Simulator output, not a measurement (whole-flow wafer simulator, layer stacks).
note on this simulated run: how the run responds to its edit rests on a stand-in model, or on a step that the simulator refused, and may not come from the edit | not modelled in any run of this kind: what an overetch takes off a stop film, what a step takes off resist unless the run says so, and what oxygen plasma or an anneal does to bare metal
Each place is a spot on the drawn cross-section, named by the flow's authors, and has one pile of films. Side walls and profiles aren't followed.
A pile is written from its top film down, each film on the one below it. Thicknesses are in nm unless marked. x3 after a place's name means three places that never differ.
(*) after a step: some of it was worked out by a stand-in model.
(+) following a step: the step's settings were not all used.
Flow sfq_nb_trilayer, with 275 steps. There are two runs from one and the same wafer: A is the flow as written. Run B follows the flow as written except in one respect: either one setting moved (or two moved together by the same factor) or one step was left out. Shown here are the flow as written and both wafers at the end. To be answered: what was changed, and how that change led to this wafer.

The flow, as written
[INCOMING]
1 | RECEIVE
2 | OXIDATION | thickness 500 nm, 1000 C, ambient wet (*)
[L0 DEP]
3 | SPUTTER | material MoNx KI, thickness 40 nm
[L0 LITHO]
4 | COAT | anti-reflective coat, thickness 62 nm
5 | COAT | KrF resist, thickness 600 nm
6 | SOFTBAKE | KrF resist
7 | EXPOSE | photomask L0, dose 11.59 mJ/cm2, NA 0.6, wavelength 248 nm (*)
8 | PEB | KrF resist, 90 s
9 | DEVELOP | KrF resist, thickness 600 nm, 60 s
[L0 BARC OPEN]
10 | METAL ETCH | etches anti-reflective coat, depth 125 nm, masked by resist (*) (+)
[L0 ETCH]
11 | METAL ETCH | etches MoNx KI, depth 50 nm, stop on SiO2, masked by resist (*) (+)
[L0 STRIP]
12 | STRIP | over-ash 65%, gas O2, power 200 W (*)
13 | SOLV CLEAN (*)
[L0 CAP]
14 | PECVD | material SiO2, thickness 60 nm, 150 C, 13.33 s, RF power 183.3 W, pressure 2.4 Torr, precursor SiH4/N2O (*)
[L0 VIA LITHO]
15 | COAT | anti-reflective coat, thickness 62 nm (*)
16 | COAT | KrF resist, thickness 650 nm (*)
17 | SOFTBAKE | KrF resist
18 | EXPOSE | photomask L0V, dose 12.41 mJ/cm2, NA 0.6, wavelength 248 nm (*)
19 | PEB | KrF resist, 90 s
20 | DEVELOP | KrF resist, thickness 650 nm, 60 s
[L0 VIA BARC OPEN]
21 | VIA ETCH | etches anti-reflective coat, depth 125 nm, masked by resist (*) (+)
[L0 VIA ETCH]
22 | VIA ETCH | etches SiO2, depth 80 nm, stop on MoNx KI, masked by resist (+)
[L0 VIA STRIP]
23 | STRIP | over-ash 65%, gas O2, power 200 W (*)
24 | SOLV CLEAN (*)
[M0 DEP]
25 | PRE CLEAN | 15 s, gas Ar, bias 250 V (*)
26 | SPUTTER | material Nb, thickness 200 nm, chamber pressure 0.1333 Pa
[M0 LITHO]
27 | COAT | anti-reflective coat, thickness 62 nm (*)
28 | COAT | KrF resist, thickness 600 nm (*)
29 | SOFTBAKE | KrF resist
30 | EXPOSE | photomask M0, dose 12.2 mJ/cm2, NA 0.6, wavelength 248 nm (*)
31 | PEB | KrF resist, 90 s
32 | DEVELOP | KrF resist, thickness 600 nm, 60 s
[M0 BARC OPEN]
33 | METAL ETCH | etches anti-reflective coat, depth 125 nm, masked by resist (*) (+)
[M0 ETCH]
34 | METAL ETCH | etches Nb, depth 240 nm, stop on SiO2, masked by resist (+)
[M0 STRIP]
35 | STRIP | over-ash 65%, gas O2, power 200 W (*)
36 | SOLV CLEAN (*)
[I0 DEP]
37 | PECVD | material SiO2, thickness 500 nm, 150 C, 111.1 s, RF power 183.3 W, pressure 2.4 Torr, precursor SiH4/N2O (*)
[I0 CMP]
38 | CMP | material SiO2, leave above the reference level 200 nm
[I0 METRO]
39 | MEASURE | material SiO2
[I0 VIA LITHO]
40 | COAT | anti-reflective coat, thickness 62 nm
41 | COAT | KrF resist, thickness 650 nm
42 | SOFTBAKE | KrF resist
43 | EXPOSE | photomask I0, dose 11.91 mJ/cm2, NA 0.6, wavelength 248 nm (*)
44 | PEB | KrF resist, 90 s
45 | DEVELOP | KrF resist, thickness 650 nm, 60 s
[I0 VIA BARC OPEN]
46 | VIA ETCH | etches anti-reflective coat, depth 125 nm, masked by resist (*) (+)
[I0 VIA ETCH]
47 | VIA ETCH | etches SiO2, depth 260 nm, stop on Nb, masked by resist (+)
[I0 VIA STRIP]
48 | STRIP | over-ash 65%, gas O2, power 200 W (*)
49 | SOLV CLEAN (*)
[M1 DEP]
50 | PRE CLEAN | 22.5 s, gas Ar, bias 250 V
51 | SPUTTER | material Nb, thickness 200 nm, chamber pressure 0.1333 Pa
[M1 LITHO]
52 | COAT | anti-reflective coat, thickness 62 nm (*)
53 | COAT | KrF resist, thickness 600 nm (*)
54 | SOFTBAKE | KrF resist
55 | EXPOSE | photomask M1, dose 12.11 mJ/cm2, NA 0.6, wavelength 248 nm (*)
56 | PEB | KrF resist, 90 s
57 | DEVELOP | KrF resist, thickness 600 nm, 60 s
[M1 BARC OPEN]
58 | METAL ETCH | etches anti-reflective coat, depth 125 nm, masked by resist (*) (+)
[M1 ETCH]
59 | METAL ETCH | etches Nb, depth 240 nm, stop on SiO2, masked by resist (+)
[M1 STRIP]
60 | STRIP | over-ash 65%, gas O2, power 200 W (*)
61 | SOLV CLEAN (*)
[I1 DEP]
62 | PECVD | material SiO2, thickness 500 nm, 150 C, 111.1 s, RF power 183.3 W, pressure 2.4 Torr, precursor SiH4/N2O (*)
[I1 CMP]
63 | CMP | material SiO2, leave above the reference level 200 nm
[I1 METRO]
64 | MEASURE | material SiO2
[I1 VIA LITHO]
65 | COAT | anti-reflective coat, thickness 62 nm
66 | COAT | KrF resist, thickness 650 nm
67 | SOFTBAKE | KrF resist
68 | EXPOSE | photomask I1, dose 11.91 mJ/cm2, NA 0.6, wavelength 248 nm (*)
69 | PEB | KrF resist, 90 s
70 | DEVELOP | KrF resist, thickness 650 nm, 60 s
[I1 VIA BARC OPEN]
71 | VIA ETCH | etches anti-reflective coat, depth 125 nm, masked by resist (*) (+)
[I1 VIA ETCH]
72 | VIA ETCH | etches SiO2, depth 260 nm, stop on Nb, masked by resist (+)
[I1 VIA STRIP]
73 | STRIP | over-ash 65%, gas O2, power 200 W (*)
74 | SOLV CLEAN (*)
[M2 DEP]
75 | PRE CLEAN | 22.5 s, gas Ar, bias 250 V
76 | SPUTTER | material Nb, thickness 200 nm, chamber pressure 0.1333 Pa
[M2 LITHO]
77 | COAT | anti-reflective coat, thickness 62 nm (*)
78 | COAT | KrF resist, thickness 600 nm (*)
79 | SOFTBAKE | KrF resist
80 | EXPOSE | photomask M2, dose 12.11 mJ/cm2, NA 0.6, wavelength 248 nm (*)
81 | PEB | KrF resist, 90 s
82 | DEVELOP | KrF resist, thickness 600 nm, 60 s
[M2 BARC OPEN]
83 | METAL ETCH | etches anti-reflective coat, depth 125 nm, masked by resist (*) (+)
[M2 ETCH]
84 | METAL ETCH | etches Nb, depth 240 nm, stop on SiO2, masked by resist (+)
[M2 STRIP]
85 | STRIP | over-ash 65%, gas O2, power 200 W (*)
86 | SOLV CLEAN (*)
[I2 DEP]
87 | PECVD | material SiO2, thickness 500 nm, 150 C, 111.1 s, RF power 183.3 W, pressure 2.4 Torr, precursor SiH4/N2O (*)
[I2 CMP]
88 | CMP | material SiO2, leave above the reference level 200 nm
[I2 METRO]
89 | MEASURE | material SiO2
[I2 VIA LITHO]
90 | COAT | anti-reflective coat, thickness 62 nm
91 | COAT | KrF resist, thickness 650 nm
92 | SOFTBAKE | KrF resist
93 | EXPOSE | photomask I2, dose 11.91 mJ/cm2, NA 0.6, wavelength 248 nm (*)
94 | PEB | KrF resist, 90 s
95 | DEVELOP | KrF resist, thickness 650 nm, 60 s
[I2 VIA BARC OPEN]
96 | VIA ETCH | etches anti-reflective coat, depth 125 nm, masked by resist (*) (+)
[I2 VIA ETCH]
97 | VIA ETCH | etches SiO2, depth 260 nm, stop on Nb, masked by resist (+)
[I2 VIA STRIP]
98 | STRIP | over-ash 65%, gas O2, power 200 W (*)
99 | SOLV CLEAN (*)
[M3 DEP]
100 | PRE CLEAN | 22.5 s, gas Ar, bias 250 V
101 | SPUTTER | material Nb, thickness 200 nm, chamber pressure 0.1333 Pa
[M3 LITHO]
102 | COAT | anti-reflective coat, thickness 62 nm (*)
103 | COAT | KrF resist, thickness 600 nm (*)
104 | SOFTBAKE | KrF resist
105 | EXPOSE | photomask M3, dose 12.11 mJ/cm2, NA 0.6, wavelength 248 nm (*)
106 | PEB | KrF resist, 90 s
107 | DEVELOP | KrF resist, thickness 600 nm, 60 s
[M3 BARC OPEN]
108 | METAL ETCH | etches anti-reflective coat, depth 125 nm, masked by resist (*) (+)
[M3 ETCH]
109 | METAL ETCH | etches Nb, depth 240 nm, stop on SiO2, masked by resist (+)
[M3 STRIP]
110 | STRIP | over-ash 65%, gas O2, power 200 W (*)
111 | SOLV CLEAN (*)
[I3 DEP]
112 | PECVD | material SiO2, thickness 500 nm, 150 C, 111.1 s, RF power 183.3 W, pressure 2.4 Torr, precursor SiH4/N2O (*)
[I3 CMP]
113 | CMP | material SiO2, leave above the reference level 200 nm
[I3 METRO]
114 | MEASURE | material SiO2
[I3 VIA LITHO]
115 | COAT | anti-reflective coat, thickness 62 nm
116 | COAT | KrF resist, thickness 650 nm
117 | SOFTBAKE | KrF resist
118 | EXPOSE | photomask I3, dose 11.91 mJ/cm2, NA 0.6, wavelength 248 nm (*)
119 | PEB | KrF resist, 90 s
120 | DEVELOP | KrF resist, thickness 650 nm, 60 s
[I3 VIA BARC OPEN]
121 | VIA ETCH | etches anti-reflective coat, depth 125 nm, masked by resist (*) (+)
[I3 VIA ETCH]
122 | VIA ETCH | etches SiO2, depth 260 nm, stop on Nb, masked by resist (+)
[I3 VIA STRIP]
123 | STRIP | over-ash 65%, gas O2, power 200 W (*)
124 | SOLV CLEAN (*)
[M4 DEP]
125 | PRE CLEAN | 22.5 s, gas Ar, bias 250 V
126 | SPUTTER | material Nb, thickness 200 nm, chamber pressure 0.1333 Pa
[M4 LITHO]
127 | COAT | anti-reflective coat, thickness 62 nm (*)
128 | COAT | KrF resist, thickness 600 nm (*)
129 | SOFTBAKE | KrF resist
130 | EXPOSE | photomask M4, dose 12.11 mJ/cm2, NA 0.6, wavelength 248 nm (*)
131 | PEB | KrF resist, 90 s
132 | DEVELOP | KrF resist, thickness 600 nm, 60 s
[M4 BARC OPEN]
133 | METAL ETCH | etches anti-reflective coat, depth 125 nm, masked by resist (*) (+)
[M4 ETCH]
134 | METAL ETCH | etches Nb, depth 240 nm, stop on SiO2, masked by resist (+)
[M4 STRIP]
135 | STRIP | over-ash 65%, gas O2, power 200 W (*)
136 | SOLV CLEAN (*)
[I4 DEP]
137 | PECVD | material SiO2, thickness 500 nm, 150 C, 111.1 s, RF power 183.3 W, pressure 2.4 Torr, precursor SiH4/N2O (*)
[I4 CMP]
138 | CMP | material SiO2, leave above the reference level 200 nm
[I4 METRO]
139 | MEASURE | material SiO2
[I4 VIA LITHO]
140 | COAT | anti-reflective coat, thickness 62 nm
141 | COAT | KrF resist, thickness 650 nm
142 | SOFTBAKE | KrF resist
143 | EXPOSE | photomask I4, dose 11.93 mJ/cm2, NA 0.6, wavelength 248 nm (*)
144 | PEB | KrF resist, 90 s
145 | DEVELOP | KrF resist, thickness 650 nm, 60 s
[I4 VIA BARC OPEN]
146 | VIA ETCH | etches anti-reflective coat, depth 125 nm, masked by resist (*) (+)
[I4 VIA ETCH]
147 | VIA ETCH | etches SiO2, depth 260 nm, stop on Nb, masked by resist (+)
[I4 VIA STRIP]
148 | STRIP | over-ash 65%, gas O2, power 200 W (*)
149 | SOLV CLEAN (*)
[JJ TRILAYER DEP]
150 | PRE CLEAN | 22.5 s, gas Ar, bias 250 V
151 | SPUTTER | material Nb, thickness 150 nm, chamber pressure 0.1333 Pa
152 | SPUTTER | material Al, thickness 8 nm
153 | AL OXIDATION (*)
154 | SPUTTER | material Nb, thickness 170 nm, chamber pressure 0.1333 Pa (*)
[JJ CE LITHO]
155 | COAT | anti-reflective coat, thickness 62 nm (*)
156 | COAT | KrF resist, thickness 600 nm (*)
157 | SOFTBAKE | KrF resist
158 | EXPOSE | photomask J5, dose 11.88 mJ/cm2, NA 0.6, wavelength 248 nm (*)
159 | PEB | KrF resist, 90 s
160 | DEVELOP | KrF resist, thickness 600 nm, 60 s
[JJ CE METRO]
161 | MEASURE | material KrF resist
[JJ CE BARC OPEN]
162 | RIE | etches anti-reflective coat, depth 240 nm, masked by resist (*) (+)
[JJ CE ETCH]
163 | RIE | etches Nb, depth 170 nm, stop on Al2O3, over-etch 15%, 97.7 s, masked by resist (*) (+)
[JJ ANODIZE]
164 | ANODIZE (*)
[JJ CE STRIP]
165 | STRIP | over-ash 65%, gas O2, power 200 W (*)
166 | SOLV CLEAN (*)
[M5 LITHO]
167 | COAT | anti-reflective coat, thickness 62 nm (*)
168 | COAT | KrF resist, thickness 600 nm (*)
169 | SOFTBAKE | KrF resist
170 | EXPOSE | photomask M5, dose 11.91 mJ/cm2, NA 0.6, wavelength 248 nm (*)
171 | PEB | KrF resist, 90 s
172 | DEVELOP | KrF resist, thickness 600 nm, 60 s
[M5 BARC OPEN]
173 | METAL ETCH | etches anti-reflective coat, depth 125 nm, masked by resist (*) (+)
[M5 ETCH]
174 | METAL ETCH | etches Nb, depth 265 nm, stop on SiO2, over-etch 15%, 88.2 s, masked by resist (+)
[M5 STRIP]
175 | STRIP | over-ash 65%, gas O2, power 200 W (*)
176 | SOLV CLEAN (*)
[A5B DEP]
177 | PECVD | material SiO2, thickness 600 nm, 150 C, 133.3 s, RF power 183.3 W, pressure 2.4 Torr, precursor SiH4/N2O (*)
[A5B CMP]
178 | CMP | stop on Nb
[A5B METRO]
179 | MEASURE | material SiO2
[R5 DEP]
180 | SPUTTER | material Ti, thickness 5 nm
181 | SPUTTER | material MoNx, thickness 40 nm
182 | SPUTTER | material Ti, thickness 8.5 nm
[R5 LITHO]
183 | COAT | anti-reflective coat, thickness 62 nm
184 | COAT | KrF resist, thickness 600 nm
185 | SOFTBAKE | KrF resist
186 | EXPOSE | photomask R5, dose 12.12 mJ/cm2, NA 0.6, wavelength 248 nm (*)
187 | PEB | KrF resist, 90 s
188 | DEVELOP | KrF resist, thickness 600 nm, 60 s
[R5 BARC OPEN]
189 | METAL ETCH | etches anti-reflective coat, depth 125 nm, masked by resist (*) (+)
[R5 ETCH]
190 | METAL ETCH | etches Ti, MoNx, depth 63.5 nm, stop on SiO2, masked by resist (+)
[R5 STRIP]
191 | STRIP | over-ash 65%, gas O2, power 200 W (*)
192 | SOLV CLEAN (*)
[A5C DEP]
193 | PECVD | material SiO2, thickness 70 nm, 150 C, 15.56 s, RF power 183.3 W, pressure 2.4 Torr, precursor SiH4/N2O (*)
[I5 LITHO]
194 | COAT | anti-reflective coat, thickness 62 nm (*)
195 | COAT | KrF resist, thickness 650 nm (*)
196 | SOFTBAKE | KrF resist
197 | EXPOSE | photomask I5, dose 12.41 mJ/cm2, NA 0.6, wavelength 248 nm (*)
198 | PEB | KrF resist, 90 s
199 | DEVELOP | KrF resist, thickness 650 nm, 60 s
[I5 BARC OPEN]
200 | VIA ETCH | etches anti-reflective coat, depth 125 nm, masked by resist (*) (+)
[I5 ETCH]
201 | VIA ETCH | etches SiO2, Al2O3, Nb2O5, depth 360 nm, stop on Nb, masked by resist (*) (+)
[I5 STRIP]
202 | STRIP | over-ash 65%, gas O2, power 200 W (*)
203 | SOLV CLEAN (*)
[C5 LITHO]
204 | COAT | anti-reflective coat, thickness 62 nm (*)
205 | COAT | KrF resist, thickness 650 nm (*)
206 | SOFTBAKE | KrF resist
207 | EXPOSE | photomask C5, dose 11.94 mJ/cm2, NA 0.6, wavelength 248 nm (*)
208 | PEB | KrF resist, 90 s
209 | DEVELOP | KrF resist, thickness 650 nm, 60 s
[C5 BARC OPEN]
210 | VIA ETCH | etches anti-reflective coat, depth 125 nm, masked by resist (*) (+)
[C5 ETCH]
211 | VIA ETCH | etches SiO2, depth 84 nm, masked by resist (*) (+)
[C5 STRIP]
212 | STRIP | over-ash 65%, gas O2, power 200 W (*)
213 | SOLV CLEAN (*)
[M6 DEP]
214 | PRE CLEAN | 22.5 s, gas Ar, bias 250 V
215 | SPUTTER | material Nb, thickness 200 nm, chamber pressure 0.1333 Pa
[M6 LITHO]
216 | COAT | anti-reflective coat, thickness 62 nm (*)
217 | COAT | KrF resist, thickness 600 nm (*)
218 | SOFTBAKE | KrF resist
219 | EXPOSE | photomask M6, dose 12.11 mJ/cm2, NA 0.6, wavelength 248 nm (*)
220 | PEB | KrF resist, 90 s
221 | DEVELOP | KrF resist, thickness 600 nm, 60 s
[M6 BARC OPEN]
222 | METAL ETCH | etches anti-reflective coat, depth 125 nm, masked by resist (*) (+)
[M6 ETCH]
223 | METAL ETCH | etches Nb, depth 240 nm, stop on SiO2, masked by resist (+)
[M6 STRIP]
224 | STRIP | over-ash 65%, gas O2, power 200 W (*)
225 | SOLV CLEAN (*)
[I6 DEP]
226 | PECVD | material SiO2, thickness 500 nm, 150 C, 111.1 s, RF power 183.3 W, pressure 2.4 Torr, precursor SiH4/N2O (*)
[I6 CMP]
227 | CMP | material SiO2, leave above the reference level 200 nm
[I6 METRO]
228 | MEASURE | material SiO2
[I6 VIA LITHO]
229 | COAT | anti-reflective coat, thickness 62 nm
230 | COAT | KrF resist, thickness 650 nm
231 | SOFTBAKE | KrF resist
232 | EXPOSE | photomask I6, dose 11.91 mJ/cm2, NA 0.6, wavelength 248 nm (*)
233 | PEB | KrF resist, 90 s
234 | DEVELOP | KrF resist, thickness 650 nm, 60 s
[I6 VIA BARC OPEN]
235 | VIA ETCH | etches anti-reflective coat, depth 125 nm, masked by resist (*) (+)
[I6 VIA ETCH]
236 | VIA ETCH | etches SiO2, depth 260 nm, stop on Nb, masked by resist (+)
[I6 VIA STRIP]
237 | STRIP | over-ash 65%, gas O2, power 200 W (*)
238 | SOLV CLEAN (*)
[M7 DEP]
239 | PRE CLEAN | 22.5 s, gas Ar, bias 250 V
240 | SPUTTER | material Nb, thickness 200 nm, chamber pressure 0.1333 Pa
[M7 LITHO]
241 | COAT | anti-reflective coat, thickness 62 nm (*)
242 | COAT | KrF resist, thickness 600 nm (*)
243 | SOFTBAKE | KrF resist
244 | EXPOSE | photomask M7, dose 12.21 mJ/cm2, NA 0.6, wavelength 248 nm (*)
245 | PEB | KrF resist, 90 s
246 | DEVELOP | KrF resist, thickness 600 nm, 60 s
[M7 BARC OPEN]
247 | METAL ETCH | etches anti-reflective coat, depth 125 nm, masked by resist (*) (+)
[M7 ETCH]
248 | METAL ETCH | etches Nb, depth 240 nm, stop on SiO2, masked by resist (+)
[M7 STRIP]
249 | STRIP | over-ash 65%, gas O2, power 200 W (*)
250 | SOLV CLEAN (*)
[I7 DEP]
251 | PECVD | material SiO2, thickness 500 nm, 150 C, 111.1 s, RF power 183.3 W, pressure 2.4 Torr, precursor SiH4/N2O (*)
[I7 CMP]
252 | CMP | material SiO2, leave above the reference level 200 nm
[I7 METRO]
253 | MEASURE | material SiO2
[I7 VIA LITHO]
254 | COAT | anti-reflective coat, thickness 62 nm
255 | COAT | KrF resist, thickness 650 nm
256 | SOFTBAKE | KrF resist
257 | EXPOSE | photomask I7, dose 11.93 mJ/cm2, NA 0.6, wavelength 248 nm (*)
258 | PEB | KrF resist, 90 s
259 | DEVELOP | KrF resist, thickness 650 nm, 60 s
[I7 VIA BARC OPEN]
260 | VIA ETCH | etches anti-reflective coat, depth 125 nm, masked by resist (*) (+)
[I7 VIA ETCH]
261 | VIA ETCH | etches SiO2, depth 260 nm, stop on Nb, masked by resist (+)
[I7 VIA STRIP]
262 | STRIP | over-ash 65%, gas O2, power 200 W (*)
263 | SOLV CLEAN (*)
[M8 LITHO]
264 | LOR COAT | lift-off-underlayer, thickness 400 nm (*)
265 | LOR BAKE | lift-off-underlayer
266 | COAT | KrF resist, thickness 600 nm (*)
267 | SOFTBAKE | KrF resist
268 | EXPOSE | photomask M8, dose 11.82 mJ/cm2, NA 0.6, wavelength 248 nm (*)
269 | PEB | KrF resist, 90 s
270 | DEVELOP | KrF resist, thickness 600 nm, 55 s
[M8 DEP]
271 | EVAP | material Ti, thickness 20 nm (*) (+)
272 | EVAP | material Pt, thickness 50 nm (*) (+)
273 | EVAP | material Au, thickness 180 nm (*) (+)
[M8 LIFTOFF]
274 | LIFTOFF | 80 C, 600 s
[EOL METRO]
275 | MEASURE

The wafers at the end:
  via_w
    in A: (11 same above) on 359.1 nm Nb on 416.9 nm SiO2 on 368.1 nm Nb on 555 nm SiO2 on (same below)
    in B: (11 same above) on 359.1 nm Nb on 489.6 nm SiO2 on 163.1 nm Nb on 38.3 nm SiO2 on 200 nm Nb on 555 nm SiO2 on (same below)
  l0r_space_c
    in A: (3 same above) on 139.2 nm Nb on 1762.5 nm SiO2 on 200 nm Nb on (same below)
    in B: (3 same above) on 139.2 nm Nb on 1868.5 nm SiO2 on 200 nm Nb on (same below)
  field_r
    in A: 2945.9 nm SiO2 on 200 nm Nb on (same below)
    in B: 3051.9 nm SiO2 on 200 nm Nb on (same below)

The reason: step 38, CMP: leave above the reference level 306 nm was run, while the flow as written has leave above the reference level 200 nm.

How this came from the change, step by step:
  38 | CMP | material SiO2, leave above the reference level 200 nm
      v_sur, via_wl, via_w and 94 more: A SiO2 loses 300 | B SiO2 loses 194
      field_l, l0_sur, l0r_line_l, l0r_line_c, l0r_line_r: A SiO2 loses 340 | B SiO2 loses 234
      (also at 4 further places)
  47 | VIA ETCH | etches SiO2, depth 260 nm, stop on Nb, masked by resist (+)
      via_w: A SiO2 loses 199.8 (all of it) | B SiO2 loses 260
  50 | PRE CLEAN | 22.5 s, gas Ar, bias 250 V
      via_w: A Nb loses 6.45 | B SiO2 loses 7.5
  51 | SPUTTER | material Nb, thickness 200 nm, chamber pressure 0.1333 Pa
      via_w: A Nb gains 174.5 | B Nb gains 163.1 (new film)
  52 | COAT | anti-reflective coat, thickness 62 nm (*)
      via_w: A anti-reflective coat gains 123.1 (new film) | B anti-reflective coat gains 136.1 (new film)
      via_wr: A anti-reflective coat gains 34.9 (new film) | B anti-reflective coat gains 33.2 (new film)
  53 | COAT | KrF resist, thickness 600 nm (*)
      via_w: A KrF resist gains 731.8 (new film) | B KrF resist gains 781.6 (new film)
  60 | STRIP | over-ash 65%, gas O2, power 200 W (*)
      via_w: A KrF resist loses 513.8 (all of it), anti-reflective coat loses 123.1 (all of it) | B KrF resist loses 563.6 (all of it), anti-reflective coat loses 136.1 (all of it)
      via_wr: A KrF resist loses 384.4 (all of it), anti-reflective coat loses 34.9 (all of it) | B KrF resist loses 378.6 (all of it), anti-reflective coat loses 33.2 (all of it)
  62 | PECVD | material SiO2, thickness 500 nm, 150 C, 111.1 s, RF power 183.3 W, pressure 2.4 Torr, precursor SiH4/N2O (*)
      via_w: A SiO2 gains 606 (new film) | B SiO2 gains 678.7 (new film)
Taking metal films that touch as one body, via_w has 6 bodies (between them, from the top down: SiO2 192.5; SiO2 427.3 / Al2O3 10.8 / Nb2O5 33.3; SiO2 425.9; SiO2 489.6; SiO2 38.3); the flow as written gives 5 bodies (between them, from the top down: SiO2 192.5; SiO2 427.3 / Al2O3 10.8 / Nb2O5 33.3; SiO2 425.9; SiO2 416.9).
